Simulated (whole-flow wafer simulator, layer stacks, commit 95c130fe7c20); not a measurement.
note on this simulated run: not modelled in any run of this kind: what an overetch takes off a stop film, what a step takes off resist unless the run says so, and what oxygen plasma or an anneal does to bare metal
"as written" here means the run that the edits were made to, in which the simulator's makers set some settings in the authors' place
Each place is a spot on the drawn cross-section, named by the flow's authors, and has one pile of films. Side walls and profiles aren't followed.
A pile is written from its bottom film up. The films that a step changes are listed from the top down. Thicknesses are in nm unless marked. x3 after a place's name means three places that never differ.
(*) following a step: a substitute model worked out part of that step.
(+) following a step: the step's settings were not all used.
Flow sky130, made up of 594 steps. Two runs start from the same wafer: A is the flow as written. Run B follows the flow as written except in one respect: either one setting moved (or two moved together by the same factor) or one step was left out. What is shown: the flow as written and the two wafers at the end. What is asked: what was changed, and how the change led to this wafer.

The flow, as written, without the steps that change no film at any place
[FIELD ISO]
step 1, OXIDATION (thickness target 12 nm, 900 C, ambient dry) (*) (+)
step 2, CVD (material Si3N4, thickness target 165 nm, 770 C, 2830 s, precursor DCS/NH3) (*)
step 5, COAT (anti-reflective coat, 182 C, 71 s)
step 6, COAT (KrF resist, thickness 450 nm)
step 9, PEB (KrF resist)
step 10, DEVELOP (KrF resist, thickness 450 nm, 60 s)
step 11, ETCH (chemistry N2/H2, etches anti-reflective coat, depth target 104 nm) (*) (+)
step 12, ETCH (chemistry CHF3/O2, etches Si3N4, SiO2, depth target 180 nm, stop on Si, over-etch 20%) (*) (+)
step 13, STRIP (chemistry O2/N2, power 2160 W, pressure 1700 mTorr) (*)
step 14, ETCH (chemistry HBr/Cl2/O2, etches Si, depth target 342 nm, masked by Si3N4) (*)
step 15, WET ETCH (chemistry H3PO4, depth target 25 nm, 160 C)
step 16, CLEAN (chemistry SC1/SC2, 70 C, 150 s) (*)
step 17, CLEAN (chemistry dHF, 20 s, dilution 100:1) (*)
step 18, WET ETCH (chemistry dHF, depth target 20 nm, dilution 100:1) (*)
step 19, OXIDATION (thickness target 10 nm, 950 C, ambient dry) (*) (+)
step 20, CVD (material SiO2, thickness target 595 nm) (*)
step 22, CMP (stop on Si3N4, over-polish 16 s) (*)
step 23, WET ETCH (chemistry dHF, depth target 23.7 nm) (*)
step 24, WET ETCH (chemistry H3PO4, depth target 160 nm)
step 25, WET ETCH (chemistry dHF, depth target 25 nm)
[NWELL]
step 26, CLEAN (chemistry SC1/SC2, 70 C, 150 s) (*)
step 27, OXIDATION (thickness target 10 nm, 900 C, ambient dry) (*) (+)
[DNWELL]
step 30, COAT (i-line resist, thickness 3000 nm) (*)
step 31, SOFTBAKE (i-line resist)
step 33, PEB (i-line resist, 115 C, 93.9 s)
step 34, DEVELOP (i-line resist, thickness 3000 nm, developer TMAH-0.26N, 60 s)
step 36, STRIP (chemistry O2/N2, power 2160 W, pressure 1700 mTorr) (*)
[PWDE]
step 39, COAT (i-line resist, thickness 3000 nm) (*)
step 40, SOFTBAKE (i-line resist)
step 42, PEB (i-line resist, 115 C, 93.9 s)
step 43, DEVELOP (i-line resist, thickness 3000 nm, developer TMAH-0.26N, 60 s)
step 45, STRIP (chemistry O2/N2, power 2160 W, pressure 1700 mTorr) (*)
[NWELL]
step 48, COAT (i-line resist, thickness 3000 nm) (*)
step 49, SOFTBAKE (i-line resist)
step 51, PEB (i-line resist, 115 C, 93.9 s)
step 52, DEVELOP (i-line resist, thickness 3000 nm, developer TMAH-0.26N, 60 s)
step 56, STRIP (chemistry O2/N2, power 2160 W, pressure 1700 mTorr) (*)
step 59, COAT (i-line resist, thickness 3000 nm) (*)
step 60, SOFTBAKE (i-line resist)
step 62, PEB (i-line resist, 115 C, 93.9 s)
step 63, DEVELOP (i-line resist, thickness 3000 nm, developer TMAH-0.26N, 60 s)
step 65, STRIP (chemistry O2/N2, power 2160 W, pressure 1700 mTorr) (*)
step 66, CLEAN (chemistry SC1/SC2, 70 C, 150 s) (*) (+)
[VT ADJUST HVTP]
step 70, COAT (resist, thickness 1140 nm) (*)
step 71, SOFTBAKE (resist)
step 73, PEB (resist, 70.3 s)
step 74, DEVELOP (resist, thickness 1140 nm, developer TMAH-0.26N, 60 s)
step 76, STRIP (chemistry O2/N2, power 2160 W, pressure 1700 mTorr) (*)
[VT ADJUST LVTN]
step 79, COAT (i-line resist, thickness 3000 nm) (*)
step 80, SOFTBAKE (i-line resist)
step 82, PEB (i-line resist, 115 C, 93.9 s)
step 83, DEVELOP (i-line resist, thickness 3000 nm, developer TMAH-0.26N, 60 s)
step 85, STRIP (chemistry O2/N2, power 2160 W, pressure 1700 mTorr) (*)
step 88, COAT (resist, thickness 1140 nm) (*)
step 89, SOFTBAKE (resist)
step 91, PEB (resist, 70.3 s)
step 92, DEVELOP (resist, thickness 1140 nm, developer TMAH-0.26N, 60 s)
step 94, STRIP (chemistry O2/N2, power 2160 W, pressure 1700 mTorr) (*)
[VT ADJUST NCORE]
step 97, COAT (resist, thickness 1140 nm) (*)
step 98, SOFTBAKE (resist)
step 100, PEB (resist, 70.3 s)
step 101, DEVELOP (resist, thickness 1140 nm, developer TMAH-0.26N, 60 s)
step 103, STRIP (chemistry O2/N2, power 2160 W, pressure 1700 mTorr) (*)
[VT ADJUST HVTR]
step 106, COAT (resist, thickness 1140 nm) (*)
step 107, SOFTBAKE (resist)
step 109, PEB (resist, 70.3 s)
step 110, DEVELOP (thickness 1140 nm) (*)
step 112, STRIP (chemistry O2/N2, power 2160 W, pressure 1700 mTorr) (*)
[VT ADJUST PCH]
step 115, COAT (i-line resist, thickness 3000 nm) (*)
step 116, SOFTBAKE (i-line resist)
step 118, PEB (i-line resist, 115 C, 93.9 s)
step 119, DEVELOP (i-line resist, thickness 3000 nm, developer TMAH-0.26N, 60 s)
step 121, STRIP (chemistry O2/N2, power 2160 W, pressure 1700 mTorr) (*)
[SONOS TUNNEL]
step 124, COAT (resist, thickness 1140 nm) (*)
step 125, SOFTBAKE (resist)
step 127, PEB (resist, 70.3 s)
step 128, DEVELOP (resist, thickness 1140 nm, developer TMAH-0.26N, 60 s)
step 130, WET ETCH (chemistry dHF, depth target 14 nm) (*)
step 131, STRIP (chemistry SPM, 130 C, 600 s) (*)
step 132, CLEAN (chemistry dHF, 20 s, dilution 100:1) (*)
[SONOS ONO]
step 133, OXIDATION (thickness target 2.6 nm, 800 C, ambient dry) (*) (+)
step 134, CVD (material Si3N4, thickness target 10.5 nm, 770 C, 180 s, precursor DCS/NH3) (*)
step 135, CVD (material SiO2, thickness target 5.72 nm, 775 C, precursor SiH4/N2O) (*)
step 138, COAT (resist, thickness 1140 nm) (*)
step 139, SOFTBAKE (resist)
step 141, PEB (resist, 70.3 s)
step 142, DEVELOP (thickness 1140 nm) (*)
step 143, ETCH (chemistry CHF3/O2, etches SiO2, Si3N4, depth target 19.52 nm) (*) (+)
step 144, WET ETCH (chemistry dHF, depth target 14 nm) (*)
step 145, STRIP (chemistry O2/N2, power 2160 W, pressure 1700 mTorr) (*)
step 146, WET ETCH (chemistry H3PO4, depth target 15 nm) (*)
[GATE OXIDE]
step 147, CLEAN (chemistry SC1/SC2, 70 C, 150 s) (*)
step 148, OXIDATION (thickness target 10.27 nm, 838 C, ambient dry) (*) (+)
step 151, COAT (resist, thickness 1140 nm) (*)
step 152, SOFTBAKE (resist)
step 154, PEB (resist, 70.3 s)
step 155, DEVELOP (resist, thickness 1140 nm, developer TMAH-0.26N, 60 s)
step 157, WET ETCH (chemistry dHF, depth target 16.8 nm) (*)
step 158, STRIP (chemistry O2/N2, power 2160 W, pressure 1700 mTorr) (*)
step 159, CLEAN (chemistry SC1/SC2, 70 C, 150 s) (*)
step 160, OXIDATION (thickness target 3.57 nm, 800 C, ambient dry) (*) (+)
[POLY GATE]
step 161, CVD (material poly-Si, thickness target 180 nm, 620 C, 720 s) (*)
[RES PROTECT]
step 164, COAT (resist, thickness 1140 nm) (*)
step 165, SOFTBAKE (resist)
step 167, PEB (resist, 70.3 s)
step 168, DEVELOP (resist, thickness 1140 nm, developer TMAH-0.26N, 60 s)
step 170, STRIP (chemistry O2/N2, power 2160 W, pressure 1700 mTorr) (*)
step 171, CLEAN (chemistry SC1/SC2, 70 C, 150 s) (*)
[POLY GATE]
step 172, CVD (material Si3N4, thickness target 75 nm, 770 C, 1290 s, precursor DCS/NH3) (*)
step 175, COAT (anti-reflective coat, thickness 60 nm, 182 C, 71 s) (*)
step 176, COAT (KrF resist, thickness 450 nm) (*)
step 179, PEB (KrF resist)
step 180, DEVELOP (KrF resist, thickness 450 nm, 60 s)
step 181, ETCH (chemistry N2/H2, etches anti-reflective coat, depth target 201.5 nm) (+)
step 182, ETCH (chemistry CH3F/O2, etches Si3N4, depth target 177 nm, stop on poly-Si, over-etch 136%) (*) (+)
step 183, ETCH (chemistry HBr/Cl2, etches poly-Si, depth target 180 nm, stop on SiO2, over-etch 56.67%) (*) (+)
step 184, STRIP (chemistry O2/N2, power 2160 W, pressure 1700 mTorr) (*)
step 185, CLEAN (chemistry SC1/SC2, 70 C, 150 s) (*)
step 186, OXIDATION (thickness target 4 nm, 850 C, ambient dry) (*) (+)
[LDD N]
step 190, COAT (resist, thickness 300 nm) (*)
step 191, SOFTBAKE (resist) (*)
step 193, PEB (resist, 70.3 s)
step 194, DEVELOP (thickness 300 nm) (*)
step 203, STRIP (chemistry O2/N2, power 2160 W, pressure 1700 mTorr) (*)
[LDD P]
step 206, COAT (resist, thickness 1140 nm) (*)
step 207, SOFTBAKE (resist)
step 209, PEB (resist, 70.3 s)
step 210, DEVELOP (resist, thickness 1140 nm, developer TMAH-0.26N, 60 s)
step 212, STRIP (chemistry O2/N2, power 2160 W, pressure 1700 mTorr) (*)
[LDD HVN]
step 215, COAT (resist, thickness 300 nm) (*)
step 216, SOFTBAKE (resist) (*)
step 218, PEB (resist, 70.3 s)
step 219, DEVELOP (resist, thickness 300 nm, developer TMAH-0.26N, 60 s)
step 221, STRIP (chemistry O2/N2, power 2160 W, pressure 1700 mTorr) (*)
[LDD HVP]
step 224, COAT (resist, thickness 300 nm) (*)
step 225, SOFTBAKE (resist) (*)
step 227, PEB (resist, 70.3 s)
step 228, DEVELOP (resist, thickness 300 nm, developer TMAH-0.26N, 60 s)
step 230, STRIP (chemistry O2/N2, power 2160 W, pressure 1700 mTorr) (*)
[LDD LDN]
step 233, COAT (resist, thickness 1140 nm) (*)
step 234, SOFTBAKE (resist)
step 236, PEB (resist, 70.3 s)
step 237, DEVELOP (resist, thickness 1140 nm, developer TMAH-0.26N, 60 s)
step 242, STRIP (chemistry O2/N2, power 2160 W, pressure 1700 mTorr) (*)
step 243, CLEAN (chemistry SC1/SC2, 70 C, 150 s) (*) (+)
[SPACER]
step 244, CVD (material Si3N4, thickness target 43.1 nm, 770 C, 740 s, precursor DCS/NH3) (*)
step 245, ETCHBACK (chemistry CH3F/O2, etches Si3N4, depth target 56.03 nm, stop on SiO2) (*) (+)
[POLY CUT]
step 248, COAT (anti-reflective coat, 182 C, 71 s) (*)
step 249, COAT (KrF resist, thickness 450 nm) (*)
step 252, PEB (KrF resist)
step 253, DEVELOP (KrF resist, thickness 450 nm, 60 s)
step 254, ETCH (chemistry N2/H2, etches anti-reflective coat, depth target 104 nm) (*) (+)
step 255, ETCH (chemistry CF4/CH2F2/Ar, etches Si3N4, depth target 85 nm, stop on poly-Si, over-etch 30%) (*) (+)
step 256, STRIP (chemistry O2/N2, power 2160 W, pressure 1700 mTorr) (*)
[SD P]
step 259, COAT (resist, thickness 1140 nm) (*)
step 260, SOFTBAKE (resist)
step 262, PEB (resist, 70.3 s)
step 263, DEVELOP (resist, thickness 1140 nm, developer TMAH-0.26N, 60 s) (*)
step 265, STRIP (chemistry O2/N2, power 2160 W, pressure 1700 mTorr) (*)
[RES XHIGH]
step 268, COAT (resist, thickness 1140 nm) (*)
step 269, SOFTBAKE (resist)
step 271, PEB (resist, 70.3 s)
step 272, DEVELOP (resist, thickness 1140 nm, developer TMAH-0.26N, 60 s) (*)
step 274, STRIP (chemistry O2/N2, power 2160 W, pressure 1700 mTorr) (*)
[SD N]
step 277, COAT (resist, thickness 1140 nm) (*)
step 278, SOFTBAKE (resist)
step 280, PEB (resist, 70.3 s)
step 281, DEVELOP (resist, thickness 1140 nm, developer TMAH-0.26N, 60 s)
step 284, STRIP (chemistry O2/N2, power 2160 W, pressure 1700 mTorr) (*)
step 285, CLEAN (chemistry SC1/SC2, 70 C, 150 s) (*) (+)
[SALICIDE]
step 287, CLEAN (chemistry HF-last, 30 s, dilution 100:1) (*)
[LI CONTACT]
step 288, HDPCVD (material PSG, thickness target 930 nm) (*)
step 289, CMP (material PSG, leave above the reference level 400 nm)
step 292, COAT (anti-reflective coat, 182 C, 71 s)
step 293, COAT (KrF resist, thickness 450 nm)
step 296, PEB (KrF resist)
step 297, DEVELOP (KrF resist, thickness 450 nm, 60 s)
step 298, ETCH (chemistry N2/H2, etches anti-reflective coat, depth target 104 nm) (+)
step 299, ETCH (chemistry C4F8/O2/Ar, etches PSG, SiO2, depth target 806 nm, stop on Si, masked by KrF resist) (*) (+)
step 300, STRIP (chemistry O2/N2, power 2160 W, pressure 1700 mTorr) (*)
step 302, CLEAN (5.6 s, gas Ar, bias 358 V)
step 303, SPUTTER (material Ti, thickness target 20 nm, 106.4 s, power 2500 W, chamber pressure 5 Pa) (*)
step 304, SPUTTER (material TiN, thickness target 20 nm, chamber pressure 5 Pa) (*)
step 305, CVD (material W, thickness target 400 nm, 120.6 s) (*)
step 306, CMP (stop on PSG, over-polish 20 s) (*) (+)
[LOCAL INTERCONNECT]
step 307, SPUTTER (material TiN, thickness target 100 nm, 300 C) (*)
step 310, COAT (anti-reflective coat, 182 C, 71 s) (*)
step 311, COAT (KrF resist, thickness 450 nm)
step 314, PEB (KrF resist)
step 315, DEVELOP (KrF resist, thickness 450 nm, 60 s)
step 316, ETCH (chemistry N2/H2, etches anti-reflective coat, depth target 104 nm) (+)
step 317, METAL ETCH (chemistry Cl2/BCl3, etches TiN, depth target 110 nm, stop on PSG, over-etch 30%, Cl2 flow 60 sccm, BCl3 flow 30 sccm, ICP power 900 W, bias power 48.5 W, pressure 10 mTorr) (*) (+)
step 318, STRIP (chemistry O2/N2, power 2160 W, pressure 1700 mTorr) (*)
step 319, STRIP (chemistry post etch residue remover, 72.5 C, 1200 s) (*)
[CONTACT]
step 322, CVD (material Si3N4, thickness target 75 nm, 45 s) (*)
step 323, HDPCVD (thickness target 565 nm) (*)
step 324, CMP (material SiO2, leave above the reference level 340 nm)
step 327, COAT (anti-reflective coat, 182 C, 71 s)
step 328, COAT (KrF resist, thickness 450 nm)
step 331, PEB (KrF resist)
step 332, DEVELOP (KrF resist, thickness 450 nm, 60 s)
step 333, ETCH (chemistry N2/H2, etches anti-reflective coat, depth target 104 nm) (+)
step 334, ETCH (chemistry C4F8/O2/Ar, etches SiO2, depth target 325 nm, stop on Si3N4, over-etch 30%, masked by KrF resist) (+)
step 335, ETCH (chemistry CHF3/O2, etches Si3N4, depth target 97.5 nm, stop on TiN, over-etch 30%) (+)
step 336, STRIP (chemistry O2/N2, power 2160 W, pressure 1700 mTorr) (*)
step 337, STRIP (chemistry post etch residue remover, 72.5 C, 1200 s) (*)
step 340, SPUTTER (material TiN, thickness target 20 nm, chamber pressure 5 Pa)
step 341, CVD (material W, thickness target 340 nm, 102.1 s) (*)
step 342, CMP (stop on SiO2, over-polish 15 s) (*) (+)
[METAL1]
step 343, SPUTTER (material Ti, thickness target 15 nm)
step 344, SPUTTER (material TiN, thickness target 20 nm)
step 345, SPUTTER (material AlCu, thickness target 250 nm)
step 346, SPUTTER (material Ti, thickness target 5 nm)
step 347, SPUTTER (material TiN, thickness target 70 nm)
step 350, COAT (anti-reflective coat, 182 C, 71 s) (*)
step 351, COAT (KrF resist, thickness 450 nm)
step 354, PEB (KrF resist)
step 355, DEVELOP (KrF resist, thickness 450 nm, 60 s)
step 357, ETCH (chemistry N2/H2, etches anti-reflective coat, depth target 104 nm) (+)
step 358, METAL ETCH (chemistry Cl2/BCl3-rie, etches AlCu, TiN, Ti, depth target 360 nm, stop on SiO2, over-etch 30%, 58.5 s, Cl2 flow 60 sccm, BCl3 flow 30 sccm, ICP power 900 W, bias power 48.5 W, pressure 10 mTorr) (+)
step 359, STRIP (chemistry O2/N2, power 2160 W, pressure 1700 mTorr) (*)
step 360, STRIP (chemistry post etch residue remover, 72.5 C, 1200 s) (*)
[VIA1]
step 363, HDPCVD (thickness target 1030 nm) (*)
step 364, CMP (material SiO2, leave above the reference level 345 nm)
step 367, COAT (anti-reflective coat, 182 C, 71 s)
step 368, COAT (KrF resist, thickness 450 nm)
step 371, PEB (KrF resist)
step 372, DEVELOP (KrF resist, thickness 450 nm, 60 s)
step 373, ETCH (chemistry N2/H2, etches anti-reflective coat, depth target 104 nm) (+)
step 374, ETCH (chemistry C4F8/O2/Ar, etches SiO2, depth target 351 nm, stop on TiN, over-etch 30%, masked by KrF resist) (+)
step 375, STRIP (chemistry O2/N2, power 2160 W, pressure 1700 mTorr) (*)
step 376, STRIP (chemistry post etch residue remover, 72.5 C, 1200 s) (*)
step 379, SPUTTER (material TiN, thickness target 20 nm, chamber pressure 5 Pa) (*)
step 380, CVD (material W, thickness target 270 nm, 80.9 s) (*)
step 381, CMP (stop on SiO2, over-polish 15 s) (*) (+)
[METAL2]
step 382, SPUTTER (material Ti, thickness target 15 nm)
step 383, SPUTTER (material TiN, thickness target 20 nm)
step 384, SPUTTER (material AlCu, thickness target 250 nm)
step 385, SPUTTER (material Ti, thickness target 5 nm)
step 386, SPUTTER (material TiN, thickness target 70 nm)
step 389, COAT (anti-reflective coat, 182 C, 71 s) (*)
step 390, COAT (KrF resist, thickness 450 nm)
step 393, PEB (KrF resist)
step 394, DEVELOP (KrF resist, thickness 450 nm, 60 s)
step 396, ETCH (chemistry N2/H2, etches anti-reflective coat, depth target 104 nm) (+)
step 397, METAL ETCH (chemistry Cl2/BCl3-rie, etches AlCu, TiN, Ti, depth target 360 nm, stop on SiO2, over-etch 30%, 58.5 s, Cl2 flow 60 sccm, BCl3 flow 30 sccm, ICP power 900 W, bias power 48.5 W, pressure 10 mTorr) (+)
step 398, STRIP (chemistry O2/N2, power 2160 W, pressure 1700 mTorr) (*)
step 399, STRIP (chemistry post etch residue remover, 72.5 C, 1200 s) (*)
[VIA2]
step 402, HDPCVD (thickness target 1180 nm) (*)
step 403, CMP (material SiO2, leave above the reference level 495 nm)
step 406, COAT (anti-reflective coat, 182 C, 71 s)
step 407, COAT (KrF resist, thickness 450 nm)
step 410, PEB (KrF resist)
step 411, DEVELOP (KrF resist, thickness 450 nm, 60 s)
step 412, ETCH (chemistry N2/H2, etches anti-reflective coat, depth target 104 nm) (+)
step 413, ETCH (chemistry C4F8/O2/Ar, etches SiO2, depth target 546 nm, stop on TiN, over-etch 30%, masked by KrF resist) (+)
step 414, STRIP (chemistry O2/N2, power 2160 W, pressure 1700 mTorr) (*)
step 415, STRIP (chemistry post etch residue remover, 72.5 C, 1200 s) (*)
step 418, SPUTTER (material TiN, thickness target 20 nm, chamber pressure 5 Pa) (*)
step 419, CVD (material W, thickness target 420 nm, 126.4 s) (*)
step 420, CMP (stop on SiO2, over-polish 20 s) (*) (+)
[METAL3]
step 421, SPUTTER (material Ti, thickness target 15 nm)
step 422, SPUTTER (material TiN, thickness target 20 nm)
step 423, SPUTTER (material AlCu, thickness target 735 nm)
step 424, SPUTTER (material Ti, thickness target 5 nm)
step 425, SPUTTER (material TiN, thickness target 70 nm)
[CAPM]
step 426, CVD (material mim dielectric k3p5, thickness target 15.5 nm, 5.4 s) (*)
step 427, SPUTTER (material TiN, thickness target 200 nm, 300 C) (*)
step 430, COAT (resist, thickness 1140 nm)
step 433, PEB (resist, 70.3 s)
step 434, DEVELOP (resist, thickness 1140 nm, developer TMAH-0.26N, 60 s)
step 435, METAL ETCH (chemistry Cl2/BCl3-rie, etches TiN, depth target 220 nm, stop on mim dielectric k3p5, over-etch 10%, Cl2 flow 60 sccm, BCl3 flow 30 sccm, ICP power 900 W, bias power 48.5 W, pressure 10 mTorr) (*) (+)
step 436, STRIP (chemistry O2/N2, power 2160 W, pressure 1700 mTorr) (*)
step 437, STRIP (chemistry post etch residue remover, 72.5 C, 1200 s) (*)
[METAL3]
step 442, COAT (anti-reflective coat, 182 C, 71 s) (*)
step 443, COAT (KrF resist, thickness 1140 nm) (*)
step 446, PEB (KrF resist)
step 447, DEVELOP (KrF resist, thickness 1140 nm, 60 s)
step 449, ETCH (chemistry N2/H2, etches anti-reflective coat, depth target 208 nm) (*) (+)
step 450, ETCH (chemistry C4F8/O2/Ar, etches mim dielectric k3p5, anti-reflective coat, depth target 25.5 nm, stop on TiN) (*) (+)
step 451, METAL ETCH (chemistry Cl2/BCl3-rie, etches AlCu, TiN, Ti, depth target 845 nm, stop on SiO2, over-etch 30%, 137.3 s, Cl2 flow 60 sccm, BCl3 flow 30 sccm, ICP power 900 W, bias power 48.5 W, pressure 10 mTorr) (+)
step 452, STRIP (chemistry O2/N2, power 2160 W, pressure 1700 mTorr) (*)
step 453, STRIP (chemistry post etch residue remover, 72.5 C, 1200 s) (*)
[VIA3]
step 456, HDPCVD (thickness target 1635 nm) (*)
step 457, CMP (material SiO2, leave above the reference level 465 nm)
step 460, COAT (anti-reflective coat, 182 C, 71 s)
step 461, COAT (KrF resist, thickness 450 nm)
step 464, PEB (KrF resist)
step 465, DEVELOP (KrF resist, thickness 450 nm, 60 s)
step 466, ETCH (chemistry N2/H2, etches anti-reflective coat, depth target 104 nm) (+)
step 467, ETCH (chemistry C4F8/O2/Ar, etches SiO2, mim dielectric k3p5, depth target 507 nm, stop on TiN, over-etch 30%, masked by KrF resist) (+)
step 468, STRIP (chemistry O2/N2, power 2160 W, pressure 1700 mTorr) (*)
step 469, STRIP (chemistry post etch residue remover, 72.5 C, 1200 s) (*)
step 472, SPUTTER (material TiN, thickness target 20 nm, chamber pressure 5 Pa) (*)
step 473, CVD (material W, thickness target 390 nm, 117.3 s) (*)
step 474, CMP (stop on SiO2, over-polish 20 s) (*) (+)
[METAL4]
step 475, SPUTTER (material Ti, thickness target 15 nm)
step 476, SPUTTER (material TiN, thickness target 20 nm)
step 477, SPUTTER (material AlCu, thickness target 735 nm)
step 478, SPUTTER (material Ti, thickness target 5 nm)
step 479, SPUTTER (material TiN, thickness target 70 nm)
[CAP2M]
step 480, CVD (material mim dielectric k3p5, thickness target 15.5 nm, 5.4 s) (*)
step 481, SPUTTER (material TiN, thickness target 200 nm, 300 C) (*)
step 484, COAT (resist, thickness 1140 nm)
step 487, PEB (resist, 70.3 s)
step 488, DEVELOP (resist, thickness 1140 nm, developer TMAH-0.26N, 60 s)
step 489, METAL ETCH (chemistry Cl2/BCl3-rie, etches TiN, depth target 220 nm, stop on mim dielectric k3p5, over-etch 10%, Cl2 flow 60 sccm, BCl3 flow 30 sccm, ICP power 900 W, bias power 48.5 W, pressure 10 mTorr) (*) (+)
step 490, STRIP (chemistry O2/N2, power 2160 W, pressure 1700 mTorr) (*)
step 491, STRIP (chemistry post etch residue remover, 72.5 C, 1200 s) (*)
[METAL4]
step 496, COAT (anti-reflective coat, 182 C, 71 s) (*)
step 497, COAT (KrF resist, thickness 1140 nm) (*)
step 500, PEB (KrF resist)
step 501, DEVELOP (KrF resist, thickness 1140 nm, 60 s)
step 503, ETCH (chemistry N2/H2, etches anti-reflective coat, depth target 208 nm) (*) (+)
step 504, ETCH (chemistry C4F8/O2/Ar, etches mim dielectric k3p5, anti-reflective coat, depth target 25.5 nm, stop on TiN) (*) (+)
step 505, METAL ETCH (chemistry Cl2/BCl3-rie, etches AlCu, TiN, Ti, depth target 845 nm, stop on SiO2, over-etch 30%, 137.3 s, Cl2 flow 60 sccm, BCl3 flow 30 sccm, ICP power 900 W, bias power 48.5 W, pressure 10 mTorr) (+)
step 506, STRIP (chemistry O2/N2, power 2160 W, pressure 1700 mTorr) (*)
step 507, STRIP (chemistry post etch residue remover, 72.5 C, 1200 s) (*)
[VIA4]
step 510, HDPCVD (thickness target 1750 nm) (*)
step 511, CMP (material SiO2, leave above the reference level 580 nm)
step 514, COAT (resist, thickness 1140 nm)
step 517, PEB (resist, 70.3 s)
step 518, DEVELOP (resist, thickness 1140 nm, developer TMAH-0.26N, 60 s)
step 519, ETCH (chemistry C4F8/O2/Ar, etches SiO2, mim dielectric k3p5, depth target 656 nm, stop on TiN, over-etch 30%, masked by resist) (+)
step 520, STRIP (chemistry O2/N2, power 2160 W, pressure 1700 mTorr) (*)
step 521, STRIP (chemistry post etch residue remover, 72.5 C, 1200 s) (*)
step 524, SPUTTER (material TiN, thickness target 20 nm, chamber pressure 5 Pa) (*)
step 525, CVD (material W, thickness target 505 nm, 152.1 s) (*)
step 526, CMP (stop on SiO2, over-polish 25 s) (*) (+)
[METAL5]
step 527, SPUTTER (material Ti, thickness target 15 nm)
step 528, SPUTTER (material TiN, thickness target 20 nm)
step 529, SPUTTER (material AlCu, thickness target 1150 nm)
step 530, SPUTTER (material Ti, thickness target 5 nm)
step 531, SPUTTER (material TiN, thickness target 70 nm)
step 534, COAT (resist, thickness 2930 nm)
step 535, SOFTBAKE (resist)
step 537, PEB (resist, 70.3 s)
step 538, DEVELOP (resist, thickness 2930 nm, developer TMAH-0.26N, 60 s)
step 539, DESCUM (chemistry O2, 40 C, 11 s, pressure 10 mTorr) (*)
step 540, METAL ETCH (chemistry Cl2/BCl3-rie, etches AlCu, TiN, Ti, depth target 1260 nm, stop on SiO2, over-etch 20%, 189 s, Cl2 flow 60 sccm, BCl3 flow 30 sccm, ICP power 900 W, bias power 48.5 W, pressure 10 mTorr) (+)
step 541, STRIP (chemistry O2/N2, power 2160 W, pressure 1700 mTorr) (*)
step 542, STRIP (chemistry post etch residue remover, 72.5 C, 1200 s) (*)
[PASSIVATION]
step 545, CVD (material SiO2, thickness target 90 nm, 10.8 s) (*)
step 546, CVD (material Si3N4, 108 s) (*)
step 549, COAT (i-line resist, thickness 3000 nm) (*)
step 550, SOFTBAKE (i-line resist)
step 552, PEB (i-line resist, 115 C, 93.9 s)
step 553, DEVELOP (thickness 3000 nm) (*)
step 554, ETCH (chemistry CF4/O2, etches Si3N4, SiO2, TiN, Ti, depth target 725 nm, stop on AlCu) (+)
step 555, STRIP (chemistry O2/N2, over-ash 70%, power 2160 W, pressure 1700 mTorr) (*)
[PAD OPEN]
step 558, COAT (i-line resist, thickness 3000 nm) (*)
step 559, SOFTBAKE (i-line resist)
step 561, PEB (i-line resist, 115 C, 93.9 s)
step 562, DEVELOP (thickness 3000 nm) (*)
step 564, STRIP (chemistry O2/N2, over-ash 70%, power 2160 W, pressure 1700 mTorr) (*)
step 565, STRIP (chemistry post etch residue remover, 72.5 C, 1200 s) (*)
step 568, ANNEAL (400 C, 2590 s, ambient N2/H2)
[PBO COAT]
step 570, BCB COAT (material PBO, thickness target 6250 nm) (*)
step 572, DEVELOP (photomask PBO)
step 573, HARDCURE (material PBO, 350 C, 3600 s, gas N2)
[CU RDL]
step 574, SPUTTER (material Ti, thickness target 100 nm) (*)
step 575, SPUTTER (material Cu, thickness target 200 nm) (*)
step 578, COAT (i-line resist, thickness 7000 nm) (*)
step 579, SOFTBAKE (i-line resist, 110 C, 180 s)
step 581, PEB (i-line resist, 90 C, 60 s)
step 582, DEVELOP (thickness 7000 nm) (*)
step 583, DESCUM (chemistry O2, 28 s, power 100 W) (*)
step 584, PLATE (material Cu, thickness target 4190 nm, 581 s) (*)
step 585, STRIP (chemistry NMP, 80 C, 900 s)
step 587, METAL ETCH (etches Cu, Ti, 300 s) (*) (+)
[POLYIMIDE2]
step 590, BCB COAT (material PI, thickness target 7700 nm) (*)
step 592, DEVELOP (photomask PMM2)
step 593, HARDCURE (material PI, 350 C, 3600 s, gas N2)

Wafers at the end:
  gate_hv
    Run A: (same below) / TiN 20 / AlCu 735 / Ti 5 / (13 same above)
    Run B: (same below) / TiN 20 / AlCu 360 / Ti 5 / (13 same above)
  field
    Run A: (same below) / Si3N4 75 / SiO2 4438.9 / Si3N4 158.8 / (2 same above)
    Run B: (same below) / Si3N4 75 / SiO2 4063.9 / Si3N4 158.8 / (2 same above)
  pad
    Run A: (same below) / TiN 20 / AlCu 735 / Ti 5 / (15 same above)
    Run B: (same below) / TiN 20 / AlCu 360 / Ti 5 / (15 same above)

What caused this: step 423, SPUTTER: thickness target 360 nm was run, though the flow has thickness target 735 nm.
The wafer itself shows it: gate_hv has AlCu 360, and step 423 as written asks for 735 nm.

Step by step, how the change led to this:
  step 423, SPUTTER (material AlCu, thickness target 735 nm)
      field, active, n_well and 188 more: A +735 AlCu (new film) | B +360 AlCu (new film)
  step 451, METAL ETCH (chemistry Cl2/BCl3-rie, etches AlCu, TiN, Ti, depth target 845 nm, stop on SiO2, over-etch 30%, 137.3 s, Cl2 flow 60 sccm, BCl3 flow 30 sccm, ICP power 900 W, bias power 48.5 W, pressure 10 mTorr) (+)
      field, gate, spacer and 68 more: A -70 TiN (all of it), -5 Ti (all of it), -735 AlCu (all of it), -20 TiN (all of it), -15 Ti (all of it), -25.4 SiO2 | B -70 TiN (all of it), -5 Ti (all of it), -360 AlCu (all of it), -20 TiN (all of it), -15 Ti (all of it), -62.9 SiO2
      active, vpp_ln, vpp_iso2 and 11 more: A -70 TiN (all of it), -5 Ti (all of it), -735 AlCu (all of it), -20 TiN (all of it), -15 Ti (all of it), -25.3 SiO2 | B -70 TiN (all of it), -5 Ti (all of it), -360 AlCu (all of it), -20 TiN (all of it), -15 Ti (all of it), -62.8 SiO2
  step 457, CMP (material SiO2, leave above the reference level 465 nm)
      field, active, gate and 80 more: A -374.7 SiO2 | B -712.2 SiO2
      poly_licon, rpo_hd_licon: A -374.7 SiO2 | B -712.1 SiO2
